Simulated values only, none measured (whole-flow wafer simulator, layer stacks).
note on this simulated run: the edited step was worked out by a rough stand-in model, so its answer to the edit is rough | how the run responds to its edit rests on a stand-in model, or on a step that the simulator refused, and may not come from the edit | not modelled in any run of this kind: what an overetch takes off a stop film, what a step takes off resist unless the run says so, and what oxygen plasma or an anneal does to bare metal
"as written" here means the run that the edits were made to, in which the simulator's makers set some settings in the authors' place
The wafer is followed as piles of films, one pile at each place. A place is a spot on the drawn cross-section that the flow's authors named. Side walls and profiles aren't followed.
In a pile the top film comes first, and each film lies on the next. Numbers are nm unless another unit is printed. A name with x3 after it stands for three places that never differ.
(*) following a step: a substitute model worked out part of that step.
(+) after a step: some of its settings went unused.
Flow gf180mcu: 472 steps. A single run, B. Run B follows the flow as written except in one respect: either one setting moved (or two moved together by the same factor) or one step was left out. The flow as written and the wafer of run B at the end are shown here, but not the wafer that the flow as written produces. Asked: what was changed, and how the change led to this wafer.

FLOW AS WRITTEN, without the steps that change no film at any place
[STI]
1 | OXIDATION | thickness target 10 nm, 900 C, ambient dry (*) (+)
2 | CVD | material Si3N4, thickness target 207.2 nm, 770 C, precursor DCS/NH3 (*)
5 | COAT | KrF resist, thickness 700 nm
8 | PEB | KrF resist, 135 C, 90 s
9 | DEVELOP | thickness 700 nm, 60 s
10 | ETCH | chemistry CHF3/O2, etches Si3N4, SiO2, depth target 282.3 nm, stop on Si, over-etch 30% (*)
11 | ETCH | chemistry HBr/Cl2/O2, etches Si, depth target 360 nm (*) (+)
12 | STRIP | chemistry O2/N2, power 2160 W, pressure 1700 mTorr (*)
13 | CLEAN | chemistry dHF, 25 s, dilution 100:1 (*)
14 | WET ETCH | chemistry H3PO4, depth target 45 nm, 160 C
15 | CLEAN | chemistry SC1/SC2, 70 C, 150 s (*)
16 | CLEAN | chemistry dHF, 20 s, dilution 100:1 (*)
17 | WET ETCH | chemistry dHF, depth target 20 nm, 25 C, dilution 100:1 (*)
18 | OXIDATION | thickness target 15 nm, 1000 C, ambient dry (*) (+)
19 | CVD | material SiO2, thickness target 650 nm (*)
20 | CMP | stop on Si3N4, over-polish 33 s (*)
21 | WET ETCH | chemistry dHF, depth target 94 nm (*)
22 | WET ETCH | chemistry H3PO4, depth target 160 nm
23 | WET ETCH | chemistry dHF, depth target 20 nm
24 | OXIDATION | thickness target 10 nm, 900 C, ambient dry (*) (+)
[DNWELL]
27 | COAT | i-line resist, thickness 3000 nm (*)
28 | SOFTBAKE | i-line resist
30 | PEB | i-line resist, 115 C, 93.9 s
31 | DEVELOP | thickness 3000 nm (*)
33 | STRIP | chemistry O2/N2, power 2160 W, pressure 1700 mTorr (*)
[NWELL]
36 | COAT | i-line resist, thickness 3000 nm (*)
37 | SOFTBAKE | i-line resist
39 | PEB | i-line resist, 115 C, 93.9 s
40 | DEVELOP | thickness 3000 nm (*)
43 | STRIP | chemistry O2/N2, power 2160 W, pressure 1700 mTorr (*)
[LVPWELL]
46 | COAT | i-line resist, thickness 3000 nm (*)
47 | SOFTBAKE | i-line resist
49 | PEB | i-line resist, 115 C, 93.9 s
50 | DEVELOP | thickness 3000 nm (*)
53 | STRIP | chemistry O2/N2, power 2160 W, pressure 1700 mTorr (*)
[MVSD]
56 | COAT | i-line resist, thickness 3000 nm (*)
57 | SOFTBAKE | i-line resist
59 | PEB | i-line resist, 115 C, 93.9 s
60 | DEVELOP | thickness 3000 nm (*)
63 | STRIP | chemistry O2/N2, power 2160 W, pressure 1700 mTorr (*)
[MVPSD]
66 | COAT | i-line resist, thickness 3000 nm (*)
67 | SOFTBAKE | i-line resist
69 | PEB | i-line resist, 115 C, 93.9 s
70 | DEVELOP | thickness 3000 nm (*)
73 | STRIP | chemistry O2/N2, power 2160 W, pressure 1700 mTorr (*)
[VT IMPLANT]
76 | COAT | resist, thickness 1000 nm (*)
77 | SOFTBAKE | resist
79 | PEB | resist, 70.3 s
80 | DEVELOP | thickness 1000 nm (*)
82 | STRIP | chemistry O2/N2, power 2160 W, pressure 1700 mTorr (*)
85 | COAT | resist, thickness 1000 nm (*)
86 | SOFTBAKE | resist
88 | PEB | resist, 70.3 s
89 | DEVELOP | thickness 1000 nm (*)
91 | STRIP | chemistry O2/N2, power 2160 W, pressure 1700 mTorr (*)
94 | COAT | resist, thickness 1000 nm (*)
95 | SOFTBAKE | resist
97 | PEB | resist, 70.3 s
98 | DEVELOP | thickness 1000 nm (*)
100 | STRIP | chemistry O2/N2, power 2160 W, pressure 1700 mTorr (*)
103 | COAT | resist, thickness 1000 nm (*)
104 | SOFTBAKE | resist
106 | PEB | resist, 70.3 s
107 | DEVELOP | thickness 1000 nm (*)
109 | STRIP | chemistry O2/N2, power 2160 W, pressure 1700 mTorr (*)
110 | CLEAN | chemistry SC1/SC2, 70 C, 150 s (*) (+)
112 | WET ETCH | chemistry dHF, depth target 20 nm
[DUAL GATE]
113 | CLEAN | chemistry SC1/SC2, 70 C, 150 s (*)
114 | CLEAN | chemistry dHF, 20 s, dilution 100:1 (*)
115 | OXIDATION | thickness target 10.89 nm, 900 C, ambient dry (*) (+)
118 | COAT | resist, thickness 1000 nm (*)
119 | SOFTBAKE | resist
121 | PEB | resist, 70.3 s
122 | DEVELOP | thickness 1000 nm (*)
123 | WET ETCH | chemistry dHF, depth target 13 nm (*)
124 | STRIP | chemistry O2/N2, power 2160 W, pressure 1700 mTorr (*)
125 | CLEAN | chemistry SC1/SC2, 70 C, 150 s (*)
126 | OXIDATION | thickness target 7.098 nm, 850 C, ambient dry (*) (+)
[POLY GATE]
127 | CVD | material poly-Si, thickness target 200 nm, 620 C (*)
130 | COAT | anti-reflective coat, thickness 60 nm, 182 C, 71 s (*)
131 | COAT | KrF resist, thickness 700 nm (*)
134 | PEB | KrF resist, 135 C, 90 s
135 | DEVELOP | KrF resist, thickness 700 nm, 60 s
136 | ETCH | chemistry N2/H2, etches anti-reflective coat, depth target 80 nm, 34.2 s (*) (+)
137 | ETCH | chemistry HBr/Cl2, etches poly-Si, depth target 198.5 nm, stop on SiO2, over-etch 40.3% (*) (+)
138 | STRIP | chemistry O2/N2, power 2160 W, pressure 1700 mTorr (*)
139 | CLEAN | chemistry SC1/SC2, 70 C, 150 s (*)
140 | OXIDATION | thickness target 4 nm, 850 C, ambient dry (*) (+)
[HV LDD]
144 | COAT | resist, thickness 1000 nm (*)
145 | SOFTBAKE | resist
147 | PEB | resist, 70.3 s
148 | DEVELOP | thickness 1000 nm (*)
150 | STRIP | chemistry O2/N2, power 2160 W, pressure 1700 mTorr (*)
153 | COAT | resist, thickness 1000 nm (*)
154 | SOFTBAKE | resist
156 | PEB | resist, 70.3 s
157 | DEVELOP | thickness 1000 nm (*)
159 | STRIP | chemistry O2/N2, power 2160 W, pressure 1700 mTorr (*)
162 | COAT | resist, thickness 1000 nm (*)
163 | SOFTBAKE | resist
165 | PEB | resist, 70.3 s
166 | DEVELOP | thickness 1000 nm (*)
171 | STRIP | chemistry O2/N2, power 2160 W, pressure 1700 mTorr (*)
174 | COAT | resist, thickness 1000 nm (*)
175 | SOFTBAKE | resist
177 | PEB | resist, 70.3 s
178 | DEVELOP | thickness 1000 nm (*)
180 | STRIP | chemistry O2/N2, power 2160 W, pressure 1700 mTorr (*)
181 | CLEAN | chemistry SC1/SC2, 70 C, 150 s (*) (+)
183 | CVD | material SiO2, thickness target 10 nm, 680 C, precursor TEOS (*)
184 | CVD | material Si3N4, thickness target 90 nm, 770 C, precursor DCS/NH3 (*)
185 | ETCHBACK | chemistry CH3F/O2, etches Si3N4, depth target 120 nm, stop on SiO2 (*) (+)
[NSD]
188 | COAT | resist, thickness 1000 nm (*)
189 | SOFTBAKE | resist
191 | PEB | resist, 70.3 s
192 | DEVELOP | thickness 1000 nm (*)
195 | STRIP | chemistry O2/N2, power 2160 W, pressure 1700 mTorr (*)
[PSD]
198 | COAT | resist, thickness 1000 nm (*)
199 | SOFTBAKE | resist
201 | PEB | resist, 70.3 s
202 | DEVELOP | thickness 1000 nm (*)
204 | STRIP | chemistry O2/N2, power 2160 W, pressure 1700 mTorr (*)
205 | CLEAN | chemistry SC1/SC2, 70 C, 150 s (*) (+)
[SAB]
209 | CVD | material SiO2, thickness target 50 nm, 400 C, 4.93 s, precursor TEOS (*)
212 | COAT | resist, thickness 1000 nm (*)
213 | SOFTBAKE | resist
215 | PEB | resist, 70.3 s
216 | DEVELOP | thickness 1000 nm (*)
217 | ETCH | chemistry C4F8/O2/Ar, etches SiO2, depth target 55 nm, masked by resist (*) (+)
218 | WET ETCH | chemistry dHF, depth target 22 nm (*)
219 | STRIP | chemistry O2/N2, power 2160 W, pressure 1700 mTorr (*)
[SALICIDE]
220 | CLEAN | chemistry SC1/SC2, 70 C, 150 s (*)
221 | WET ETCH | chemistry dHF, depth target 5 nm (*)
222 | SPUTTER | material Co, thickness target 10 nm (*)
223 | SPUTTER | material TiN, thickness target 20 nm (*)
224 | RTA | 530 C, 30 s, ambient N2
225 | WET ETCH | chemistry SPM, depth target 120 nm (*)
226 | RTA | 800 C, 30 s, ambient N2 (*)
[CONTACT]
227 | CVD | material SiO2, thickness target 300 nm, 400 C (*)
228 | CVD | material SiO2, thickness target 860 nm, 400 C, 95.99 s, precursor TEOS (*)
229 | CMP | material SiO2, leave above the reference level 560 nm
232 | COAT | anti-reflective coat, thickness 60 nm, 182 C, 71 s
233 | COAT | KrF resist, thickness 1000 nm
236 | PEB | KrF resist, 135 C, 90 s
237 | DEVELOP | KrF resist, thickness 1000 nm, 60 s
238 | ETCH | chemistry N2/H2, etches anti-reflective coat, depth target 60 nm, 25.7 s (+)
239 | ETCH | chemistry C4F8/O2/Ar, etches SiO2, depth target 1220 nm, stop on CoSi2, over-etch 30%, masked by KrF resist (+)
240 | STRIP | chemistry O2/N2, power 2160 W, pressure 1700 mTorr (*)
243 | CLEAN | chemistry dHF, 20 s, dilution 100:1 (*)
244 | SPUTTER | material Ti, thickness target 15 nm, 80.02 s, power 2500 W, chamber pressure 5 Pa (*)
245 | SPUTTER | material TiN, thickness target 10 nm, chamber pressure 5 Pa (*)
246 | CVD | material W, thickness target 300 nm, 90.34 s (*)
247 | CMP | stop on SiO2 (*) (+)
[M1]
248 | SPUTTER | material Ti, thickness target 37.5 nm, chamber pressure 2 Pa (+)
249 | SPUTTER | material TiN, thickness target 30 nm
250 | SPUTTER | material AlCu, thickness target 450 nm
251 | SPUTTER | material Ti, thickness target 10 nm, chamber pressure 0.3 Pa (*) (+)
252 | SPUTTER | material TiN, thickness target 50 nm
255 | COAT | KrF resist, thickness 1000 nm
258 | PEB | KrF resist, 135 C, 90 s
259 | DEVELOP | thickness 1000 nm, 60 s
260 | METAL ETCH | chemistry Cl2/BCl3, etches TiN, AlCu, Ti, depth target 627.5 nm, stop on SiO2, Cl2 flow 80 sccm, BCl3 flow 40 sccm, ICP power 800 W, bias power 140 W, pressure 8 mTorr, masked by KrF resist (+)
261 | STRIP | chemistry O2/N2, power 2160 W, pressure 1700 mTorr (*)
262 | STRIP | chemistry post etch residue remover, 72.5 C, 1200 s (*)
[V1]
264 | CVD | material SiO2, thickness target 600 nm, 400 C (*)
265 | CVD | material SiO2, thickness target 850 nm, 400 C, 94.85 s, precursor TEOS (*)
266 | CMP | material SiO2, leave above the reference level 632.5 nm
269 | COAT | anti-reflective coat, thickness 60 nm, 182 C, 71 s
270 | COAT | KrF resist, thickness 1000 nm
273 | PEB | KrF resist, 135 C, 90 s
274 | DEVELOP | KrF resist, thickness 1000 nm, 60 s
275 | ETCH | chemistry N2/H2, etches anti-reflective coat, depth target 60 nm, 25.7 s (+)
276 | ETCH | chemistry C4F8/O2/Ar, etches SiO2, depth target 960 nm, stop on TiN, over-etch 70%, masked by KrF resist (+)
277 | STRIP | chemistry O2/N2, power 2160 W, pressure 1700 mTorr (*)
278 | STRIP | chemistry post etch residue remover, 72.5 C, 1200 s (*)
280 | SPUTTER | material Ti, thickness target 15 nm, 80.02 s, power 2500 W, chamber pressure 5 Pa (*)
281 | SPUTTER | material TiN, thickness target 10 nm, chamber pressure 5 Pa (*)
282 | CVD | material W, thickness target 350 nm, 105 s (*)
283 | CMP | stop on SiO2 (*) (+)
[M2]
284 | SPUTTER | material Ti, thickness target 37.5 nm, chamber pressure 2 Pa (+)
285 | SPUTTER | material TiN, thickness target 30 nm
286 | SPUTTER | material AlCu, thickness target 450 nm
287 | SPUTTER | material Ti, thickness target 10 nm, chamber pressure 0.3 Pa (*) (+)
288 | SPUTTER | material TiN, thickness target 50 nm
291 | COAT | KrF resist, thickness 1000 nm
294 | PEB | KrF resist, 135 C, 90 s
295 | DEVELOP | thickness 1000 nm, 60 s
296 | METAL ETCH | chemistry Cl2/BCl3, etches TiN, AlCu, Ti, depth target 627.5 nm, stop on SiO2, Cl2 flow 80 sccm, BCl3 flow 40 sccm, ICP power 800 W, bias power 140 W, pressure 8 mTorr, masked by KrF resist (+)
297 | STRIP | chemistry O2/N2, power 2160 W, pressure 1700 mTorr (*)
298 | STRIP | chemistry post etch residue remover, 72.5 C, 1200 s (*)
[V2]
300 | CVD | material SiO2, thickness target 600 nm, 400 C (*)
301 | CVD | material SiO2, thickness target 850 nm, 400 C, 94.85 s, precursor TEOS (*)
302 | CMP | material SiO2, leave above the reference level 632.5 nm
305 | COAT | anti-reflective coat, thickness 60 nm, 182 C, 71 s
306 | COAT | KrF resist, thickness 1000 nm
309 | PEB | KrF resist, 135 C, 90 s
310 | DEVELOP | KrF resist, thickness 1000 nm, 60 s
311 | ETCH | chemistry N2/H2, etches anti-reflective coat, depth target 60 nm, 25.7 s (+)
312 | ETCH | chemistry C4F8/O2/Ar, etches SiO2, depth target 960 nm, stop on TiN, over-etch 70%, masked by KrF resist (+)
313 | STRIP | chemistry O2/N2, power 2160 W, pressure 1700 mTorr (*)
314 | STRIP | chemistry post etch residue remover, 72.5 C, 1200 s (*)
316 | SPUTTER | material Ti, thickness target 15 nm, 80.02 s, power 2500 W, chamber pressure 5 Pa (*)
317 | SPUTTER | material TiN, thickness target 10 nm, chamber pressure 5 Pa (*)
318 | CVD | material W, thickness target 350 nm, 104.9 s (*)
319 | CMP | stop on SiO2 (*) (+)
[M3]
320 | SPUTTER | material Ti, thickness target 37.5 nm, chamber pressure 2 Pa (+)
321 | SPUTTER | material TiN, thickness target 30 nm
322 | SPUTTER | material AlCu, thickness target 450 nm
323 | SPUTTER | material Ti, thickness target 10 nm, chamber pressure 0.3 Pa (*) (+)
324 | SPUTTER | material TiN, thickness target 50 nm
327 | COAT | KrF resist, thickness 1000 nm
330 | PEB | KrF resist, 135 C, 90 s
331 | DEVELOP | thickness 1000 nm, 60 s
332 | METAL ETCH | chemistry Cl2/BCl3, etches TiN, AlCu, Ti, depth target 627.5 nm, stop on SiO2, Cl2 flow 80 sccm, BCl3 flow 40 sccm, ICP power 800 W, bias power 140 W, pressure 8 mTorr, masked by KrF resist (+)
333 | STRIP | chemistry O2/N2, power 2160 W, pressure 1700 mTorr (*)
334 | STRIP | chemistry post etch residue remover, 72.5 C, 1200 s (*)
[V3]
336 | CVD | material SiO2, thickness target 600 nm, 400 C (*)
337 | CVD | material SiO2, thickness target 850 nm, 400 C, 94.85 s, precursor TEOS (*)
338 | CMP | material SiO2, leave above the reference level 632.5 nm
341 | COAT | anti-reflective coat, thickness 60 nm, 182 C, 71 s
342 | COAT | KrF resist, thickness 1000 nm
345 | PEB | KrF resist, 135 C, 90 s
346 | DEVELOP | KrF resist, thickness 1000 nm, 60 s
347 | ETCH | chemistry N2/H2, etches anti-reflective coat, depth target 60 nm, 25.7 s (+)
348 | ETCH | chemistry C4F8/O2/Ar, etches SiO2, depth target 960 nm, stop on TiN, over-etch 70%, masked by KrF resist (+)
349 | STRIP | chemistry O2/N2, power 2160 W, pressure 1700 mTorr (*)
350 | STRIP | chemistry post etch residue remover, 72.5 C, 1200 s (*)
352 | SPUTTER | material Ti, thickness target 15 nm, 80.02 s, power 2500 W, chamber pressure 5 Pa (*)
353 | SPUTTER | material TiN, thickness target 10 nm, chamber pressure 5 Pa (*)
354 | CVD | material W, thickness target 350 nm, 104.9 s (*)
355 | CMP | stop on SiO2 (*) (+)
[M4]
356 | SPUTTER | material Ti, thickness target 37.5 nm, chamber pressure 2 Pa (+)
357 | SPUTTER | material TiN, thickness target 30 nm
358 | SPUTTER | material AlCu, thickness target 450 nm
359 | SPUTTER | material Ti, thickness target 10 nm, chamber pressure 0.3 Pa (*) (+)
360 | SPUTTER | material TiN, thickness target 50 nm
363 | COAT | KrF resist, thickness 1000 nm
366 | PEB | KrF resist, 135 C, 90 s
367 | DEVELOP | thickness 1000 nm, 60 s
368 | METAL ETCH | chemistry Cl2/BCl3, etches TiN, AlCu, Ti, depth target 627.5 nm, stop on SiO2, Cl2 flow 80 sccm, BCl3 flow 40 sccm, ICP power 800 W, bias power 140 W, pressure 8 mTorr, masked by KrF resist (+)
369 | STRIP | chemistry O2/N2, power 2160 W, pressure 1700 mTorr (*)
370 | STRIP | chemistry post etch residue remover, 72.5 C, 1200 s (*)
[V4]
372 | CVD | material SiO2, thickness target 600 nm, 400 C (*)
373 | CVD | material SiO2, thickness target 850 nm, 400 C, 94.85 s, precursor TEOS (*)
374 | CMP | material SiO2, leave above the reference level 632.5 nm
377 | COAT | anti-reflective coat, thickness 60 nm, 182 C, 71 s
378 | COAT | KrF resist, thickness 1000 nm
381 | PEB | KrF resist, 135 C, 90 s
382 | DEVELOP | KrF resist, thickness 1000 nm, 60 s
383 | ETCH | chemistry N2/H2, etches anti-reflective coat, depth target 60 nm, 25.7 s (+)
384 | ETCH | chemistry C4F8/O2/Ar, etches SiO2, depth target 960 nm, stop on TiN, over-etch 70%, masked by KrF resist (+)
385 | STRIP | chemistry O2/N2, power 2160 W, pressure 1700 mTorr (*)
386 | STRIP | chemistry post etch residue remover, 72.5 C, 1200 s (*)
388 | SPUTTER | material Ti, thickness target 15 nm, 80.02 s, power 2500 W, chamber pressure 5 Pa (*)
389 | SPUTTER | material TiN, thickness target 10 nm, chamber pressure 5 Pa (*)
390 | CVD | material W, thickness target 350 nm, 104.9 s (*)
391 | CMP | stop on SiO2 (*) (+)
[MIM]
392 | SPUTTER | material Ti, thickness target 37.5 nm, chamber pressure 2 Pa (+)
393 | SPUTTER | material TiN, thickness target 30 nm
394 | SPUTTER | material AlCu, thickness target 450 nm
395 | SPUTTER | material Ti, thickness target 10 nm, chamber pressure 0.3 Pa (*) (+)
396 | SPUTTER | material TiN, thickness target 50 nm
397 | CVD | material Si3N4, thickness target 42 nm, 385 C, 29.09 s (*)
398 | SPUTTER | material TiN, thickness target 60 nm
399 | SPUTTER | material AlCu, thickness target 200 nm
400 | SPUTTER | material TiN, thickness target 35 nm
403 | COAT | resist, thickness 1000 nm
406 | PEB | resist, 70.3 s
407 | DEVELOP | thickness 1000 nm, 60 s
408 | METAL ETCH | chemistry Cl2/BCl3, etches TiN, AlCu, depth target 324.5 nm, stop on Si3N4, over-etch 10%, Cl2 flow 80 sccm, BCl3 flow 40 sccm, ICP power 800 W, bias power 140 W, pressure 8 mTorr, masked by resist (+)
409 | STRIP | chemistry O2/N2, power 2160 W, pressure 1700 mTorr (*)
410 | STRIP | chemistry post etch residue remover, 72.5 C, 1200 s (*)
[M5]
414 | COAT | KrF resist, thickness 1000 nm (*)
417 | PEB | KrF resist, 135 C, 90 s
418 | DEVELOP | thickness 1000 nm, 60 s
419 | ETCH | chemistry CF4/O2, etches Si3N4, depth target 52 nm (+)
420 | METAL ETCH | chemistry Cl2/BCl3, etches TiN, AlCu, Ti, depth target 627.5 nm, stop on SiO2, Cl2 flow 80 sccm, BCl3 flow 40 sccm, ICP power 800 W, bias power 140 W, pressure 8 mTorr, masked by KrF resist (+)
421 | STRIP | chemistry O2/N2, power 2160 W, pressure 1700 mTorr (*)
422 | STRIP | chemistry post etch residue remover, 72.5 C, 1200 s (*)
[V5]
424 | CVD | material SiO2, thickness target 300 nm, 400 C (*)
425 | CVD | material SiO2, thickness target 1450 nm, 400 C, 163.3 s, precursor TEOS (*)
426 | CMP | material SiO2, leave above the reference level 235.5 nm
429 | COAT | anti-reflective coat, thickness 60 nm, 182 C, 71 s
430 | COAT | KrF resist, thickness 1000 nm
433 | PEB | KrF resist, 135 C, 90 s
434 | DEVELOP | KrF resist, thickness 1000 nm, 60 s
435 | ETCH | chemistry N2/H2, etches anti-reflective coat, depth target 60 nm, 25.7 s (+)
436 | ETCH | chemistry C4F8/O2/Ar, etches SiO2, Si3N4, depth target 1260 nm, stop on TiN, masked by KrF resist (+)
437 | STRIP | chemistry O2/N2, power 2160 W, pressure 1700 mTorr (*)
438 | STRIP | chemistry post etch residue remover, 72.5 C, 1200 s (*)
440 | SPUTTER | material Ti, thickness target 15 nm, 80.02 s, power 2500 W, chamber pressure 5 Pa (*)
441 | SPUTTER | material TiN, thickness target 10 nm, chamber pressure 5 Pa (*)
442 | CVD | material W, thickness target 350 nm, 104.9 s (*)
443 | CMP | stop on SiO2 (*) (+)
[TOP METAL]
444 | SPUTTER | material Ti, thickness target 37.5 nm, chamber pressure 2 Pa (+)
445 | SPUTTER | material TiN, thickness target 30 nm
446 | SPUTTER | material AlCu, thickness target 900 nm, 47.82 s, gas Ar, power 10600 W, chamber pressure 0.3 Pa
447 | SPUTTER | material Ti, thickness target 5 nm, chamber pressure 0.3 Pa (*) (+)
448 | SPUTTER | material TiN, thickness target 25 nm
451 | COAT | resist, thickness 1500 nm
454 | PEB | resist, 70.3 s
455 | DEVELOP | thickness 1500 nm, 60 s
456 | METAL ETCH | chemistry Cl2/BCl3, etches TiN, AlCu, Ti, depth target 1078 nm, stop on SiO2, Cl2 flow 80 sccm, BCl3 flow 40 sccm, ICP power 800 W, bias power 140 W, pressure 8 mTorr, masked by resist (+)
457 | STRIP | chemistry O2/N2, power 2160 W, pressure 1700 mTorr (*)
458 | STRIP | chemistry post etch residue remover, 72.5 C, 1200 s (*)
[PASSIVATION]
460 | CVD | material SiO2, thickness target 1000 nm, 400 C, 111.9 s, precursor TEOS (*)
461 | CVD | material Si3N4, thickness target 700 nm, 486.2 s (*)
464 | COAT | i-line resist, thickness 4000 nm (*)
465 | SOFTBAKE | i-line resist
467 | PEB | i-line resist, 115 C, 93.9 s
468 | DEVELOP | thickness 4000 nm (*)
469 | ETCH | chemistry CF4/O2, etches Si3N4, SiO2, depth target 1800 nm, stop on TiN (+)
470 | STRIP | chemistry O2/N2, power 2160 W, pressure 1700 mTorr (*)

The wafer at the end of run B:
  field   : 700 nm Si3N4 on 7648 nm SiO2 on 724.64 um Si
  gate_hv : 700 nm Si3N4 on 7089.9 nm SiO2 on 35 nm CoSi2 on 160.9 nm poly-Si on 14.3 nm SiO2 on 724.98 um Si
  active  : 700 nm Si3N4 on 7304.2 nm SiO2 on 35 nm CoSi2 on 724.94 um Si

Cause: step 460, CVD: thickness target 410 nm was run, while the flow as written has thickness target 1000 nm; step 460, CVD: 45.9 s was run, where the flow has 111.9 s.

How this came from the change, step by step:
  460 | CVD | material SiO2, thickness target 1000 nm, 400 C, 111.9 s, precursor TEOS (*)
      field, field__w1, field__w2 and 103 more: +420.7 SiO2 (as written it would have been: +1000 SiO2)
      field__w8, contact, m1, m1__w1, pad, m1_nw: +420.7 SiO2 (new film) (as written it would have been: +1000 SiO2 (new film))
  465 | SOFTBAKE | i-line resist
      gate: -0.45 i-line resist (as written it would have been: +1.79 i-line resist)
      ld_acc_p, ld_fp_p, ld_drift_p: +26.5 i-line resist (as written it would have been: +33.8 i-line resist)
      (and at 57 other places as well)
  469 | ETCH | chemistry CF4/O2, etches Si3N4, SiO2, depth target 1800 nm, stop on TiN (+)
      field, field__w1, field__w2 and 108 more: -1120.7 i-line resist (as written it would have been: -1200 i-line resist)
      pad: -700 Si3N4 (all of it), -420.7 SiO2 (all of it) (as written it would have been: -700 Si3N4 (all of it), -1000 SiO2 (all of it))
  470 | STRIP | chemistry O2/N2, power 2160 W, pressure 1700 mTorr (*)
      iso_ptap_pw, iso_ntap_nw, iso_nw_fld and 33 more: -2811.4 i-line resist (all of it) (as written it would have been: -2732.1 i-line resist (all of it))
      p_well, sti, spacer, sd_n, mim_1p0, dice_street: -2816.4 i-line resist (all of it) (as written it would have been: -2738.3 i-line resist (all of it))
      (and at 69 other places as well)
